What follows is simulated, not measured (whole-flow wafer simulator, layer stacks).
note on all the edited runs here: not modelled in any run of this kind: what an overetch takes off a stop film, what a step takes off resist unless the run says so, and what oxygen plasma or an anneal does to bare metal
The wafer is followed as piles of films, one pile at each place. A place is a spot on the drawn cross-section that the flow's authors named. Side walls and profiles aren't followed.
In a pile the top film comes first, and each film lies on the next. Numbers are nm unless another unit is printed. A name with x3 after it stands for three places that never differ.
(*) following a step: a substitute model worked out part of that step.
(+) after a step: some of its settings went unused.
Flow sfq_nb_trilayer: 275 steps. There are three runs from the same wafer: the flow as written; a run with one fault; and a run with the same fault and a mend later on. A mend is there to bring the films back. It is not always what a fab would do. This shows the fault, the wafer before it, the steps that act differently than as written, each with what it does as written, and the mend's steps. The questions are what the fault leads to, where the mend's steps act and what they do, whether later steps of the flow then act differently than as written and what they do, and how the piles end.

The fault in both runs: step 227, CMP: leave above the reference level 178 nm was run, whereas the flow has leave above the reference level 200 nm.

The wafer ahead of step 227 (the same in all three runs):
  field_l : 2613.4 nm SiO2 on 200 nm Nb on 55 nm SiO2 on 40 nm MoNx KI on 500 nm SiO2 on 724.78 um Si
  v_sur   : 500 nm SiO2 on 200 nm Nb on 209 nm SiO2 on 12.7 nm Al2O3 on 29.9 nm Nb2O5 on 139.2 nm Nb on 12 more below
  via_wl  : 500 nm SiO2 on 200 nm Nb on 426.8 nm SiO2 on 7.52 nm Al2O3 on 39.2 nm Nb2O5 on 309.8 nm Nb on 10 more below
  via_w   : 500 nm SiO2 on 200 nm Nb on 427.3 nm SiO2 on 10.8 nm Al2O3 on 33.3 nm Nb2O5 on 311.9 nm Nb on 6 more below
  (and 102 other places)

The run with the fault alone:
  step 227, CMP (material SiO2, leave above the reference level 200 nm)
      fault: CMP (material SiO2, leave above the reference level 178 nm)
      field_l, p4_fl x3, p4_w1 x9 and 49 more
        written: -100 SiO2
        fault: -122 SiO2
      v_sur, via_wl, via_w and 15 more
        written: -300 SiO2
        fault: -322 SiO2
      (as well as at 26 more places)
  Steps further on in the flow that do not act as written (2 other steps are not shown; they differ only slightly, by no more than 2% or 0.5 nm, whichever is larger):
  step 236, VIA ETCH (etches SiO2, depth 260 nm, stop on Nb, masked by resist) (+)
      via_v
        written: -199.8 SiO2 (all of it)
        fault: -177.8 SiO2 (all of it)
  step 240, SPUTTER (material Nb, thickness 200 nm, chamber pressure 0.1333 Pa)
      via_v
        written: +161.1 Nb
        fault: +166.4 Nb
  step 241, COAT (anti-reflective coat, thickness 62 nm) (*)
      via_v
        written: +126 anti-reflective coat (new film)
        fault: +121.4 anti-reflective coat (new film)
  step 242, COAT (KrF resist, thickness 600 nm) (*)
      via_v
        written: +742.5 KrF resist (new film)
        fault: +723.6 KrF resist (new film)
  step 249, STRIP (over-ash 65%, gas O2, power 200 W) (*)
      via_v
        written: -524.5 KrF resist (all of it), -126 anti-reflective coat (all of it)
        fault: -505.7 KrF resist (all of it), -121.4 anti-reflective coat (all of it)
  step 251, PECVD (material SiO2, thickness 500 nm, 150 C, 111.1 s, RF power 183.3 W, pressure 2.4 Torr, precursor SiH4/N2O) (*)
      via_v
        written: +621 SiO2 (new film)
        fault: +593.7 SiO2 (new film)
  By the end, the piles at v_sur, via_wl, via_w and 62 more depart from the flow's by more than 2% or 0.5 nm, whichever is larger.
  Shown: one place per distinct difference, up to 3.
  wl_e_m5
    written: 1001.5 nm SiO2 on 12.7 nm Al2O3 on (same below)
    fault: 979.5 nm SiO2 on 12.7 nm Al2O3 on (same below)
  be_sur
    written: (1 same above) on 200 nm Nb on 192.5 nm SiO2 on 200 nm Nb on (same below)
    fault: (1 same above) on 200 nm Nb on 170.5 nm SiO2 on 200 nm Nb on (same below)
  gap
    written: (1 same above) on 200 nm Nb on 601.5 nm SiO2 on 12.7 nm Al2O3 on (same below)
    fault: (1 same above) on 200 nm Nb on 579.5 nm SiO2 on 12.7 nm Al2O3 on (same below)

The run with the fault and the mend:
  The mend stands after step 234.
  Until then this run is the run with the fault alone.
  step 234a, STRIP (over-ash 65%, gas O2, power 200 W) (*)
      field_l, v_sur, via_wl and 102 more
        -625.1 KrF resist (all of it), -62 anti-reflective coat (all of it)
      via_v
        -62 anti-reflective coat (all of it)
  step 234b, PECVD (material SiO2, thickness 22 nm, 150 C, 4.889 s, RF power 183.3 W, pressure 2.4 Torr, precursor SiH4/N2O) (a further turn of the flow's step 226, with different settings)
      field_l, v_sur, via_wl and 103 more
        +22 SiO2
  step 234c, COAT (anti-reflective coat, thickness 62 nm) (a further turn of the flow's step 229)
      field_l, v_sur, via_wl and 103 more
        +62 anti-reflective coat (new film)
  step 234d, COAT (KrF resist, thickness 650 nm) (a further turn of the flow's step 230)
      field_l, v_sur, via_wl and 103 more
        +650 KrF resist (new film)
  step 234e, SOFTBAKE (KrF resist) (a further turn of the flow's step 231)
      alters no film at any place that is followed
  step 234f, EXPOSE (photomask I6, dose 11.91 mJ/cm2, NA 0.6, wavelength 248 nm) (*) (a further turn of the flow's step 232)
      alters no film at any place that is followed
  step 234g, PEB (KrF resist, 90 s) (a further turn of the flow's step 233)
      field_l, v_sur, via_wl and 103 more
        -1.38 KrF resist
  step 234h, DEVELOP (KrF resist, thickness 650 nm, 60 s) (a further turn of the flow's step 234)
      field_l, v_sur, via_wl and 102 more
        -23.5 KrF resist
      via_v
        -648.6 KrF resist (all of it)
  Every later step of the flow that is run acts as written, at every place that is followed, to within 2% or 0.5 nm, whichever is larger.
  By the end, the piles equal the flow's at every place that both follow.
